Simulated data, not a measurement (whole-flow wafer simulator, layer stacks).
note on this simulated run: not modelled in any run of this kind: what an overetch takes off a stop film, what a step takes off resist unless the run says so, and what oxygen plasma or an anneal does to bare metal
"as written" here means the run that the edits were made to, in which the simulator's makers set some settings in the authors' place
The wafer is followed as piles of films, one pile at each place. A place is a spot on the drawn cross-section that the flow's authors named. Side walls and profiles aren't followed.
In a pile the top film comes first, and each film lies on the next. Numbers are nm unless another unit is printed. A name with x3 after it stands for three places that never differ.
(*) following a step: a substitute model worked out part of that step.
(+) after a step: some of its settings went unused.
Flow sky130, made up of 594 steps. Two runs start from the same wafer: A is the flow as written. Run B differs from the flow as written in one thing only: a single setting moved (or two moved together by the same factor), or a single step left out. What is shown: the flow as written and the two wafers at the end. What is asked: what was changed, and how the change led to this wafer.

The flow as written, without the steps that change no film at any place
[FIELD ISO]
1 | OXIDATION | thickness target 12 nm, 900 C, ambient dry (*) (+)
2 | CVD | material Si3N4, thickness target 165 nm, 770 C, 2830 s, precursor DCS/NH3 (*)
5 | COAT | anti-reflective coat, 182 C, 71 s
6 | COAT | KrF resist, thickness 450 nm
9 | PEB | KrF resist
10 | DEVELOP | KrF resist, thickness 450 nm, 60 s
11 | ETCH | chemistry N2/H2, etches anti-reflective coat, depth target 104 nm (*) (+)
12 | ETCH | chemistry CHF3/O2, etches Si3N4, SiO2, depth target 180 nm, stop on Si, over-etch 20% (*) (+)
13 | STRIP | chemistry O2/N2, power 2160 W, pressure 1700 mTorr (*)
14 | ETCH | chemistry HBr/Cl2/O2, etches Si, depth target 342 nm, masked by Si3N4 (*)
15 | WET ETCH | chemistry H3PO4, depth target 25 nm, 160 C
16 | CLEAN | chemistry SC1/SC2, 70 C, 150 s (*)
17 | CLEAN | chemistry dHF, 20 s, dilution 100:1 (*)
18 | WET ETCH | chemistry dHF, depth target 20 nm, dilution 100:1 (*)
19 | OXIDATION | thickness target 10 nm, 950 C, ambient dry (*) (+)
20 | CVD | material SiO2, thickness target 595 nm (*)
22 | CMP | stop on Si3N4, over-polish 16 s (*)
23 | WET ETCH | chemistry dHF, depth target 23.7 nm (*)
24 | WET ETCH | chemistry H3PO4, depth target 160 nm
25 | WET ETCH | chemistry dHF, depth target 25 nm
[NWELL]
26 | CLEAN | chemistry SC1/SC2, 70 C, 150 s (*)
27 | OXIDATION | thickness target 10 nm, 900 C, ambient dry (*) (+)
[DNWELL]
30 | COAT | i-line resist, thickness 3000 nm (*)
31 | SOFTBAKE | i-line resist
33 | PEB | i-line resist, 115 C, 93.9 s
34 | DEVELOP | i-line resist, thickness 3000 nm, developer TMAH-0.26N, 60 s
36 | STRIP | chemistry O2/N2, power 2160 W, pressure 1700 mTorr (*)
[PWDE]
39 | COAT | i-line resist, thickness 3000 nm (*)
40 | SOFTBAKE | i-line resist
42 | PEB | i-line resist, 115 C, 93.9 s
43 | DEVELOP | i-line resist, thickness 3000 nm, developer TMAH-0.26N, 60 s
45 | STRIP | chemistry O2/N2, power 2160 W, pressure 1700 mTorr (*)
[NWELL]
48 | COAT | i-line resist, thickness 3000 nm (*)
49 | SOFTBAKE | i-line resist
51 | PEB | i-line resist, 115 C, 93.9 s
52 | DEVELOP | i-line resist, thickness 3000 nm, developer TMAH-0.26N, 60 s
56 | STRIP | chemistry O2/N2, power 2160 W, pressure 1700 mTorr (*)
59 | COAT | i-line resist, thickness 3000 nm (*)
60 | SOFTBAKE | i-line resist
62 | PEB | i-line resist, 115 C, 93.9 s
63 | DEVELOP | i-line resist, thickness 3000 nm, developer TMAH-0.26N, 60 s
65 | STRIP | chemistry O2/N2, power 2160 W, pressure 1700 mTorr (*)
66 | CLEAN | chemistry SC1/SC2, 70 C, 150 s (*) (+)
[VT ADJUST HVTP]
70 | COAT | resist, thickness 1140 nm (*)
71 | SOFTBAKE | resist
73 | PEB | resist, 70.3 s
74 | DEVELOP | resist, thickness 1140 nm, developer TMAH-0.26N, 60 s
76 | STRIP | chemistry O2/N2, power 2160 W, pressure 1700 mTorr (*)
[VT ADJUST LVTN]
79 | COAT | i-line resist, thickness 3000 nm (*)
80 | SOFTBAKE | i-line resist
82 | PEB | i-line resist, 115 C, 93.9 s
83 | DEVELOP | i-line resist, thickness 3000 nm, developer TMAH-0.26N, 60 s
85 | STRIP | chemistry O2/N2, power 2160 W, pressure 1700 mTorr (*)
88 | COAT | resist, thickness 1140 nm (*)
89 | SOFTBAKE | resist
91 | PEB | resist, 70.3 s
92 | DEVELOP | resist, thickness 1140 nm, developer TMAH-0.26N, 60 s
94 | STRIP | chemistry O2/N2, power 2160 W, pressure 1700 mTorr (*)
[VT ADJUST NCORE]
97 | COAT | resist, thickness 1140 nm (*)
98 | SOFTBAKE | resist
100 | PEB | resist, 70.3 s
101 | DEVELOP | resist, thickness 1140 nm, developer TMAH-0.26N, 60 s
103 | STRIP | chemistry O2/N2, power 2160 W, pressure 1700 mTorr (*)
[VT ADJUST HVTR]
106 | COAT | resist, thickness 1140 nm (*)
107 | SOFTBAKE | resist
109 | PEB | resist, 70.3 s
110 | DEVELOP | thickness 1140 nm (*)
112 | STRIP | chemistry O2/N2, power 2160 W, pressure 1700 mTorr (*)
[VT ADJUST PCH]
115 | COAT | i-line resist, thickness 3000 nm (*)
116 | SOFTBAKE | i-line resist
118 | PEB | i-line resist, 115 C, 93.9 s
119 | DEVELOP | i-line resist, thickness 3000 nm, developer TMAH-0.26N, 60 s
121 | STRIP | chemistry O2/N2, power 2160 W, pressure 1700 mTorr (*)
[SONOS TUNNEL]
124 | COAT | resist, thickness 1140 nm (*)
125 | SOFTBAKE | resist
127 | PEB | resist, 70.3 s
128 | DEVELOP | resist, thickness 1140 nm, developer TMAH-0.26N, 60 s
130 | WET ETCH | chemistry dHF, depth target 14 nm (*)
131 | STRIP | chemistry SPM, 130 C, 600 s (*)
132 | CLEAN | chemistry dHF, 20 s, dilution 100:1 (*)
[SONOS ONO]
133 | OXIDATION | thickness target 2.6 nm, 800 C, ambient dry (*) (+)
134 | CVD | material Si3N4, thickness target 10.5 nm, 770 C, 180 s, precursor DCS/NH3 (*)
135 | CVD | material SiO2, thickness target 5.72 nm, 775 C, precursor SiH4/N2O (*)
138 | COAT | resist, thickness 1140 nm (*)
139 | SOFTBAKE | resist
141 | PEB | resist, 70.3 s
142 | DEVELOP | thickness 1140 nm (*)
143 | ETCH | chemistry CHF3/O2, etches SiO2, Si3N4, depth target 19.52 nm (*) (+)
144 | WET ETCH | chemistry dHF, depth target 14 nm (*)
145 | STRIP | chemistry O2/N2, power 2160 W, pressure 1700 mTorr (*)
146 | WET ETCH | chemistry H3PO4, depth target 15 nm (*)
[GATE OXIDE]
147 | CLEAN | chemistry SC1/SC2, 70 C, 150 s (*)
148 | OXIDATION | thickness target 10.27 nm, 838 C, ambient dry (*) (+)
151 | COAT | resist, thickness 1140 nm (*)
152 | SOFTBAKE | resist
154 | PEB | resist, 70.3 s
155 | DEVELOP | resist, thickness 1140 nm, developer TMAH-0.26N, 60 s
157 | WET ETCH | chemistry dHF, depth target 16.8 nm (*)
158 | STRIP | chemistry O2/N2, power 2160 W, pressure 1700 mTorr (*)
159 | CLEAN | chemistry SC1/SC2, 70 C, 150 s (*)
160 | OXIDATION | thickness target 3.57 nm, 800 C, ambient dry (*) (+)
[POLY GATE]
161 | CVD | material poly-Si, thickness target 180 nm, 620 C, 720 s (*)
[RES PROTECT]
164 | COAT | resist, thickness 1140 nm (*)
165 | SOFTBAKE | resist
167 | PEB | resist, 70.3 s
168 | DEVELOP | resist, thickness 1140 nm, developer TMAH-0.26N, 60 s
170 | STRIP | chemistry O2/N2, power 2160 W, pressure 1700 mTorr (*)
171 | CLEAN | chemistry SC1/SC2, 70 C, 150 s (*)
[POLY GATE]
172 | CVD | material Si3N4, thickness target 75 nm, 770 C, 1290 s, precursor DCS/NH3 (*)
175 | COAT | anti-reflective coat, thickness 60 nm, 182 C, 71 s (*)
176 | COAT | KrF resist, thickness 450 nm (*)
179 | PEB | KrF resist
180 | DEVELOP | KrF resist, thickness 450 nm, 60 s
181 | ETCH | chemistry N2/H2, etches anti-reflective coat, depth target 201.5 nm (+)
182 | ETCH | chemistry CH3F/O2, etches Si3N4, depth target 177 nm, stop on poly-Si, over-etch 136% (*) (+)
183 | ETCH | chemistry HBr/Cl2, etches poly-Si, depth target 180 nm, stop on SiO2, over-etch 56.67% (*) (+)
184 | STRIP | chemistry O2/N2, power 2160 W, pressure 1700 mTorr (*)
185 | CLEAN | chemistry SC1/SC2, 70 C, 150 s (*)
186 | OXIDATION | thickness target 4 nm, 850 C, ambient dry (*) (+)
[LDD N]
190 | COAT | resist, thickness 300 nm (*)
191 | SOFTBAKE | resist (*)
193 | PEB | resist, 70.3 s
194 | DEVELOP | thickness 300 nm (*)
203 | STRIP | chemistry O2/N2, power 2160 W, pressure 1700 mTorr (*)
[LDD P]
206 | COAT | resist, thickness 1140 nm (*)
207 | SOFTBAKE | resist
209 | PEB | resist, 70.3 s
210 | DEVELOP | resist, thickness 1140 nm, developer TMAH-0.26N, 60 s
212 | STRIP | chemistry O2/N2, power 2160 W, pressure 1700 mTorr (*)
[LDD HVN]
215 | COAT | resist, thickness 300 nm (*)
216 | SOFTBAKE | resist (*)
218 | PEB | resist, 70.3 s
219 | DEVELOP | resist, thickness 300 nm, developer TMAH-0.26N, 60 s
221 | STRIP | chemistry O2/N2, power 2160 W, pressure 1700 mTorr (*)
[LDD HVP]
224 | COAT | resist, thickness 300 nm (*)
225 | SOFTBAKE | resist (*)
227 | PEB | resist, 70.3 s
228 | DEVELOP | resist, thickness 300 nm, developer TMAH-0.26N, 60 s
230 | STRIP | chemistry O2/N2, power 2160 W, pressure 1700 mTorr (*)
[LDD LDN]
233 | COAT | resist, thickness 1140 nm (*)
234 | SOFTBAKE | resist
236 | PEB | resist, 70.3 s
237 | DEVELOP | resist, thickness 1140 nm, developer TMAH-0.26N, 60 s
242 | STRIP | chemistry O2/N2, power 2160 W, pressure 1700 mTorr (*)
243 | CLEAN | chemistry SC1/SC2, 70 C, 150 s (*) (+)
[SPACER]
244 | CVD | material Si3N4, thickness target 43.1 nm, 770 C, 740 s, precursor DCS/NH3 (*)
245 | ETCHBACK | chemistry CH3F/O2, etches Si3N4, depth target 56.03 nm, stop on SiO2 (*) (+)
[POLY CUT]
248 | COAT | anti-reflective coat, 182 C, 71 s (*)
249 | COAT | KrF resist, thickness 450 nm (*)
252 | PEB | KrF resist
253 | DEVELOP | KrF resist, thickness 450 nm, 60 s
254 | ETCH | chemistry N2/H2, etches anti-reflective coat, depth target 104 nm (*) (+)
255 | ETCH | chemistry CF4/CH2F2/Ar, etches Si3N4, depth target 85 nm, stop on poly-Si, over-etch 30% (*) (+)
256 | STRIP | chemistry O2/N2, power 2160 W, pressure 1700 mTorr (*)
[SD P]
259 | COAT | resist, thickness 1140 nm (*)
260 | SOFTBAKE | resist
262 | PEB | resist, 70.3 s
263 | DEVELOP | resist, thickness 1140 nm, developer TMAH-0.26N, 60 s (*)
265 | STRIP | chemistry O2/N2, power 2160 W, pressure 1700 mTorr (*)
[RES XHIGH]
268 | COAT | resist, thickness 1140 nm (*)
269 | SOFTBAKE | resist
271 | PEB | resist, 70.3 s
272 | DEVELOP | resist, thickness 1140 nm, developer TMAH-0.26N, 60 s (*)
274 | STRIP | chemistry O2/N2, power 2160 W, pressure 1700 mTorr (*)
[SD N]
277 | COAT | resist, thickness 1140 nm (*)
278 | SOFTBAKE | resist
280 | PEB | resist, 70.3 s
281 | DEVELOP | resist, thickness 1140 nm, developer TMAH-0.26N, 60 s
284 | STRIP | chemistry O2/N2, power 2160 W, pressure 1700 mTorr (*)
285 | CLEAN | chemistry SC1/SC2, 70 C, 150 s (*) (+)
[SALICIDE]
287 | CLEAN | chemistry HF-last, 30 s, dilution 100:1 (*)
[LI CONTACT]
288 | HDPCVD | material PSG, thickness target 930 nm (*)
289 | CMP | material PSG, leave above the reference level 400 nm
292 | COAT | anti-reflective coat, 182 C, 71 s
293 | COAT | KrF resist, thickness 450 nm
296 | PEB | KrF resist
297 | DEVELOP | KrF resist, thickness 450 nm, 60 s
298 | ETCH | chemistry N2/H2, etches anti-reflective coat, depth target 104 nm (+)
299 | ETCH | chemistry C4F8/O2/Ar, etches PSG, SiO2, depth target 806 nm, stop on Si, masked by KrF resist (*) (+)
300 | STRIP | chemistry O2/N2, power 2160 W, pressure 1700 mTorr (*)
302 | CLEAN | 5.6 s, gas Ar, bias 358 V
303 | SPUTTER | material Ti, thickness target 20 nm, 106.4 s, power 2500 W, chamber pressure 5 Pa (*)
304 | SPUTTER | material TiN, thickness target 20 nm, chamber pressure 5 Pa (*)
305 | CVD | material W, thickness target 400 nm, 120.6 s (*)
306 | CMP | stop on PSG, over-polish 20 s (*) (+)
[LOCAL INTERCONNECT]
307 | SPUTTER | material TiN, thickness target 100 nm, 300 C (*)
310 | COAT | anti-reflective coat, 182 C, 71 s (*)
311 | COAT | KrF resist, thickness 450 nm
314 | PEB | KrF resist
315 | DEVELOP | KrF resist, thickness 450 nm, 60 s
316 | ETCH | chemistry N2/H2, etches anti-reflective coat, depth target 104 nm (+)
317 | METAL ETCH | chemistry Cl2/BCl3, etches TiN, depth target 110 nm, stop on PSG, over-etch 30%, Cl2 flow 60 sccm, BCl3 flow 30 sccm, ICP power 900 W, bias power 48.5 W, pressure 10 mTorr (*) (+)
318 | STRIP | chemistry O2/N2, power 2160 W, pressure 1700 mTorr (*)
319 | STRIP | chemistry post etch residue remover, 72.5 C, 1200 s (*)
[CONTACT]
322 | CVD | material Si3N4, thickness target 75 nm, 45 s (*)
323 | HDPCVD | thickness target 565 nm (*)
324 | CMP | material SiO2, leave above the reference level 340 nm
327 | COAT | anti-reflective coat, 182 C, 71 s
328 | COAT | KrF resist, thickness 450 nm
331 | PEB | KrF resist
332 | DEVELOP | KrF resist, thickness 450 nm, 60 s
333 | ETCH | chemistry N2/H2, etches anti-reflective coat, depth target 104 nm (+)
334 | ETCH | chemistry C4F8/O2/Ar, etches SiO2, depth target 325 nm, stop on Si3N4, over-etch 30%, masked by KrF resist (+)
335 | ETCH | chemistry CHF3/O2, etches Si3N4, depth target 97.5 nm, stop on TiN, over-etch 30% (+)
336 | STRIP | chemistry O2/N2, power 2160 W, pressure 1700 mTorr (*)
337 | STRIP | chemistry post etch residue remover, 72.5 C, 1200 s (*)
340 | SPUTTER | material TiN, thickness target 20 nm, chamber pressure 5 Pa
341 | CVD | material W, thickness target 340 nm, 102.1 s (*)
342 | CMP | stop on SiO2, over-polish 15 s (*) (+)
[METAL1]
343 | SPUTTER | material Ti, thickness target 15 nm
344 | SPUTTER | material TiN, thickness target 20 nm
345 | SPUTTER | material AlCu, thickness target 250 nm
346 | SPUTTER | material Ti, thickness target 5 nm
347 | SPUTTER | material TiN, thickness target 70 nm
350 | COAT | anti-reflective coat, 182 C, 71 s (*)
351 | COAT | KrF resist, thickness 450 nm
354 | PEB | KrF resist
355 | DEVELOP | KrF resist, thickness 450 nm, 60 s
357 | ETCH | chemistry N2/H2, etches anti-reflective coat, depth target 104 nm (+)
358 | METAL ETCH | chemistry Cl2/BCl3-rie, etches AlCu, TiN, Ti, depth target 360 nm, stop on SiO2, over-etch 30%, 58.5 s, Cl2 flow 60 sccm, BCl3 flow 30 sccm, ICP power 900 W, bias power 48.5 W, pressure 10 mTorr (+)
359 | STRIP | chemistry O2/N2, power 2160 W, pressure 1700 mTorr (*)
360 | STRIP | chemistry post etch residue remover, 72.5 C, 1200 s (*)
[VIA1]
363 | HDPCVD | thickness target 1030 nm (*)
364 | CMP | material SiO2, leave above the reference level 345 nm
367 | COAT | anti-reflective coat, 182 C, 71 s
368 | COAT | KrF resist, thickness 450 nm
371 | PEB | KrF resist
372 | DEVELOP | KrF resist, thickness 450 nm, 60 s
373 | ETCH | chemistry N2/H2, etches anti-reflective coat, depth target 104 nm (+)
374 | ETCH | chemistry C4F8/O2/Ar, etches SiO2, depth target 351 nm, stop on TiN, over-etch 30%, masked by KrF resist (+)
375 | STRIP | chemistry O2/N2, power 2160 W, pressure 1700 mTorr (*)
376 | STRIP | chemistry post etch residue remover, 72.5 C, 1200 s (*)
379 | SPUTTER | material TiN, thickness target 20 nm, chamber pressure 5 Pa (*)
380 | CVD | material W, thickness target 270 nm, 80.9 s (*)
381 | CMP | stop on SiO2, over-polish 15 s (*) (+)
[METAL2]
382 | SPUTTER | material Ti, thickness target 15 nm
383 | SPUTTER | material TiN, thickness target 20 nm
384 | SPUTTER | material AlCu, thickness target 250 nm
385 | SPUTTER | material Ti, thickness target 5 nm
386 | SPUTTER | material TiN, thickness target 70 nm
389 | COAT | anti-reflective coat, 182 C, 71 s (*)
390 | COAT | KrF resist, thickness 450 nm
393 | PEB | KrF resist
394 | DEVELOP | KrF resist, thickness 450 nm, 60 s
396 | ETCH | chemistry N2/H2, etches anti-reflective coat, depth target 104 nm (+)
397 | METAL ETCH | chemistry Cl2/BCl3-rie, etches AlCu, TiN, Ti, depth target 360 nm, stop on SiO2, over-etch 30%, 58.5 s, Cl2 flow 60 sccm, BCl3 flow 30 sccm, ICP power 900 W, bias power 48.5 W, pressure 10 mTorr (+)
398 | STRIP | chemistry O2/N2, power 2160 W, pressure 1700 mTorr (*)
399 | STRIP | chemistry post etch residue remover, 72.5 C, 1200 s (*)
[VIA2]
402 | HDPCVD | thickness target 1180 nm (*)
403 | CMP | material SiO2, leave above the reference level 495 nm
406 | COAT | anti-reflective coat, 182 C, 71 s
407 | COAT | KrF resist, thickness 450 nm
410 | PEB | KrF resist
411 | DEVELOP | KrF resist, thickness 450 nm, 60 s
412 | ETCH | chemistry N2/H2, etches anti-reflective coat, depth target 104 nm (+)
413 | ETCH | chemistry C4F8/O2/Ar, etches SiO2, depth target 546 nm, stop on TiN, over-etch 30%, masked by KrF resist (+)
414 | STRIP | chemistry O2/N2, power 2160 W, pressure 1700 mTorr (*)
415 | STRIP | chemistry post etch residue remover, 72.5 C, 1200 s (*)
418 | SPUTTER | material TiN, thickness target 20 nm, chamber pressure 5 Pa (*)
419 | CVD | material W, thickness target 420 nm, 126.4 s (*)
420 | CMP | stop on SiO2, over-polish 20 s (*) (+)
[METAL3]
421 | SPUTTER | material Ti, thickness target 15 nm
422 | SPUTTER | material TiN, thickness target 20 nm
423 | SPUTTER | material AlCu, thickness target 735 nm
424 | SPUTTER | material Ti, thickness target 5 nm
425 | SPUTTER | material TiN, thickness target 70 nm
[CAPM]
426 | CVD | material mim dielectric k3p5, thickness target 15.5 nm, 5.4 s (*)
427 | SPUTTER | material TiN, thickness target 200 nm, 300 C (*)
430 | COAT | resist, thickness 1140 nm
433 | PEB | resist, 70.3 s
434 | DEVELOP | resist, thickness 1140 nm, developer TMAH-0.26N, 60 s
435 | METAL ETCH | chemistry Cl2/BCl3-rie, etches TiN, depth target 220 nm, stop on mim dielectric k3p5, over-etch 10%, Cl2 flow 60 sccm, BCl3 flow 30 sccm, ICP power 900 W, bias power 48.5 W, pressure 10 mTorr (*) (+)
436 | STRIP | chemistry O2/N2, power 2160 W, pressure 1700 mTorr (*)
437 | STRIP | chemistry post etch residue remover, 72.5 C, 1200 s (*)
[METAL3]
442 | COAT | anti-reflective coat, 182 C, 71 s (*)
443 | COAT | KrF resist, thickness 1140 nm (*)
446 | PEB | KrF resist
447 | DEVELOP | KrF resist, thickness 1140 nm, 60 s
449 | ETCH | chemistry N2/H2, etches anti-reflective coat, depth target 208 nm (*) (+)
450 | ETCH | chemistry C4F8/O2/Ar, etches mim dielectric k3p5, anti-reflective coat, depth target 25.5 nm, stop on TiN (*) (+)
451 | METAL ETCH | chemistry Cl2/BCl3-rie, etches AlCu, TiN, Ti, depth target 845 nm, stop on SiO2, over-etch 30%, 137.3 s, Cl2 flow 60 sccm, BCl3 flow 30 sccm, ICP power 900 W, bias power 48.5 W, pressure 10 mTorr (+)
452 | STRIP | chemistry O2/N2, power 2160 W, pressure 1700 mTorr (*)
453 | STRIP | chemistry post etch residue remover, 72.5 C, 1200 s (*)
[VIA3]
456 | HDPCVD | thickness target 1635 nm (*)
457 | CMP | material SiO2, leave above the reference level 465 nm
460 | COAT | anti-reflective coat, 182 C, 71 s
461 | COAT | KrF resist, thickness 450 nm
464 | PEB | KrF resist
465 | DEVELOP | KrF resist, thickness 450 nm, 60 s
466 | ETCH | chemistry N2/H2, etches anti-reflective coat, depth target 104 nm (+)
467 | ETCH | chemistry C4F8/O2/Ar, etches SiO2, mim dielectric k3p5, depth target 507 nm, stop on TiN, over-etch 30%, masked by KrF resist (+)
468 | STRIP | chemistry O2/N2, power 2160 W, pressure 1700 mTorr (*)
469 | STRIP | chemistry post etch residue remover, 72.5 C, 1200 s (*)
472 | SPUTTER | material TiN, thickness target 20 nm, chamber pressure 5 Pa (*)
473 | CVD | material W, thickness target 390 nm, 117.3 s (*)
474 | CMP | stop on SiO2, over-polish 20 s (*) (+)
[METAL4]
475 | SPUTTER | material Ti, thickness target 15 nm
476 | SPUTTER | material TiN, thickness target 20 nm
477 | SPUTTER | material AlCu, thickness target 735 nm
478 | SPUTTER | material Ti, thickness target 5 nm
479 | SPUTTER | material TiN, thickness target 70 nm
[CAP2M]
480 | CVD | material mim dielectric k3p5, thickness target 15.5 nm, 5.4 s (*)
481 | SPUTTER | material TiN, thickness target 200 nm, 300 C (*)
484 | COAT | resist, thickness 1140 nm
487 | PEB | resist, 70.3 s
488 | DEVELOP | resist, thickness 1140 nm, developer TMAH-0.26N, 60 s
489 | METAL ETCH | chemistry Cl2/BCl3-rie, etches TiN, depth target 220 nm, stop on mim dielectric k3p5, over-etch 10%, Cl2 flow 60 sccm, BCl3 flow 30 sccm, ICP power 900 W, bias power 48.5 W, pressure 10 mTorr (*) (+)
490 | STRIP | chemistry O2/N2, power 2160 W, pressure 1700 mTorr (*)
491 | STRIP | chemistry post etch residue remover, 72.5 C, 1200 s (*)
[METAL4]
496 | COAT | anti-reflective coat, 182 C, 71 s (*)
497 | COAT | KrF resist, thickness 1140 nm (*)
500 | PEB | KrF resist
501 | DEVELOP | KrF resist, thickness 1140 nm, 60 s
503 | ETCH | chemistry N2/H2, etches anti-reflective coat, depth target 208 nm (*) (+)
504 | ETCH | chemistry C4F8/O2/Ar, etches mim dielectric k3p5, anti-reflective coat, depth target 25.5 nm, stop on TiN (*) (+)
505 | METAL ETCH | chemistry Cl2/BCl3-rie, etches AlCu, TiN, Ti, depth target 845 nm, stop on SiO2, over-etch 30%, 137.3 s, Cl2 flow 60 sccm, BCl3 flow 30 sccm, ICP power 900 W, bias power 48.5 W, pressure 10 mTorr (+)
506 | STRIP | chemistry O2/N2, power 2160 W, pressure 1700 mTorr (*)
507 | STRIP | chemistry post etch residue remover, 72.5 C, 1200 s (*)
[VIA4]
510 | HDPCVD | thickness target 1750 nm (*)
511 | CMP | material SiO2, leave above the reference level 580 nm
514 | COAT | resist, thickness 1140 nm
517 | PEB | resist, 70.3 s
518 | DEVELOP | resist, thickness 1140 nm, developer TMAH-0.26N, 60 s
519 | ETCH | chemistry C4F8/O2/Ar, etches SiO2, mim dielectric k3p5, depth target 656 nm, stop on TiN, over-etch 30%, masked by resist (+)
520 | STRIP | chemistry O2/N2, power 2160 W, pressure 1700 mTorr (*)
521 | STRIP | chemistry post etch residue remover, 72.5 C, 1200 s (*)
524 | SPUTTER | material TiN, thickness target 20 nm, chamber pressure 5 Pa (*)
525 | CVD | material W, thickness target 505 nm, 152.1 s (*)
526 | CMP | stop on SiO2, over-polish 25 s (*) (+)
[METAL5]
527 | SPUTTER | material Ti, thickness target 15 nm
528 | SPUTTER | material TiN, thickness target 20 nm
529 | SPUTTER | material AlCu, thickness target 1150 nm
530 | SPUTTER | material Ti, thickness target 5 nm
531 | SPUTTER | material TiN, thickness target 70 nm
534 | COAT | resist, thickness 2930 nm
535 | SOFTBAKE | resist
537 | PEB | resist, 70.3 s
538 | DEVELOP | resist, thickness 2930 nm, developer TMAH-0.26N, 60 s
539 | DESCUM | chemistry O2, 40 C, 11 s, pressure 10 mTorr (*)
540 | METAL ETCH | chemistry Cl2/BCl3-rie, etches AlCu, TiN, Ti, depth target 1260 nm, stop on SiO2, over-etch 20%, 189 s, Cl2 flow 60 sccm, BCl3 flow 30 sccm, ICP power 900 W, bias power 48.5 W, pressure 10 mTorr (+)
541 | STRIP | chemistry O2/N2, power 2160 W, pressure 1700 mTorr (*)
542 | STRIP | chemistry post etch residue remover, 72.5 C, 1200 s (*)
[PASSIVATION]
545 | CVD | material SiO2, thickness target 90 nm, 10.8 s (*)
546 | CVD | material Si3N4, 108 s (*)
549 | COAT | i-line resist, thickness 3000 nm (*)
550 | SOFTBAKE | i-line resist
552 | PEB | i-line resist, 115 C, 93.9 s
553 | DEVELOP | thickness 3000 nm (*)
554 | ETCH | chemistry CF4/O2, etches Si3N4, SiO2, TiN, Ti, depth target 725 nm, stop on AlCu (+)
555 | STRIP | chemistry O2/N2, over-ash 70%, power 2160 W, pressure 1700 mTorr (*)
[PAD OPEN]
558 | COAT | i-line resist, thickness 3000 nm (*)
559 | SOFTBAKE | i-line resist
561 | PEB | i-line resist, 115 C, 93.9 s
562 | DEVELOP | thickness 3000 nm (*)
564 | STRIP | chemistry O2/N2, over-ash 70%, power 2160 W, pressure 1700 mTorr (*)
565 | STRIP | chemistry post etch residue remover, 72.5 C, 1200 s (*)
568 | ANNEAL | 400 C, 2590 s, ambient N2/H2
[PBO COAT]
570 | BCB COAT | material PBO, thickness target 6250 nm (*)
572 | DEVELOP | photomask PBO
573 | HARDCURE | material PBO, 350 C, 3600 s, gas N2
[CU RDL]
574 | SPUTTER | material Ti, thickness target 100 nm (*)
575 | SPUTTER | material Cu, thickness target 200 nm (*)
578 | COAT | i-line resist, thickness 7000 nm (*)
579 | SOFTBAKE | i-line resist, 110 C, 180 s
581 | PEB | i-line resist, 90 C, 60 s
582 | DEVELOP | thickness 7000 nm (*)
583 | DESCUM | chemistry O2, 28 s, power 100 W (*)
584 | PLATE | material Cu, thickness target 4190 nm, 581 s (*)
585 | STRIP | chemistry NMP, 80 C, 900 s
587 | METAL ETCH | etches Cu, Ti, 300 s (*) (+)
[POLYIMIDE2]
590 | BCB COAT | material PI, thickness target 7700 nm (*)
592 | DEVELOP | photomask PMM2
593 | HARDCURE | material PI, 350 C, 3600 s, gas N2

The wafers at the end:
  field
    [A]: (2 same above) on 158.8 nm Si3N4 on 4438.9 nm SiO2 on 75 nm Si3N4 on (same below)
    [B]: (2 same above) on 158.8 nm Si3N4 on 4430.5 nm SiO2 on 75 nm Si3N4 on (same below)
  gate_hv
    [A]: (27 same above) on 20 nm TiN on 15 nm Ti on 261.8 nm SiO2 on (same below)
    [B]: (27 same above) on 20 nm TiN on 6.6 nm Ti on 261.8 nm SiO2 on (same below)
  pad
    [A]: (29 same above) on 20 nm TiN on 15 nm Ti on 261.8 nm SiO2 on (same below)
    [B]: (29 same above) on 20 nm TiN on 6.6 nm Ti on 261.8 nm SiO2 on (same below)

Cause: step 343, SPUTTER: thickness target 6.6 nm was run, whereas the flow has thickness target 15 nm.
The wafer itself shows it: gate_hv has Ti 6.6, and step 343 as written asks for 15 nm.

The path from the change to this, step by step:
  343 | SPUTTER | material Ti, thickness target 15 nm
      field, active, n_well and 188 more: A +15 Ti (new film) | B +6.6 Ti (new film)
  358 | METAL ETCH | chemistry Cl2/BCl3-rie, etches AlCu, TiN, Ti, depth target 360 nm, stop on SiO2, over-etch 30%, 58.5 s, Cl2 flow 60 sccm, BCl3 flow 30 sccm, ICP power 900 W, bias power 48.5 W, pressure 10 mTorr (+)
      field, active, gate and 81 more: A -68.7 TiN (all of it), -5 Ti (all of it), -250 AlCu (all of it), -20 TiN (all of it), -15 Ti (all of it), -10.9 SiO2 | B -68.7 TiN (all of it), -5 Ti (all of it), -250 AlCu (all of it), -20 TiN (all of it), -6.6 Ti (all of it), -11.8 SiO2
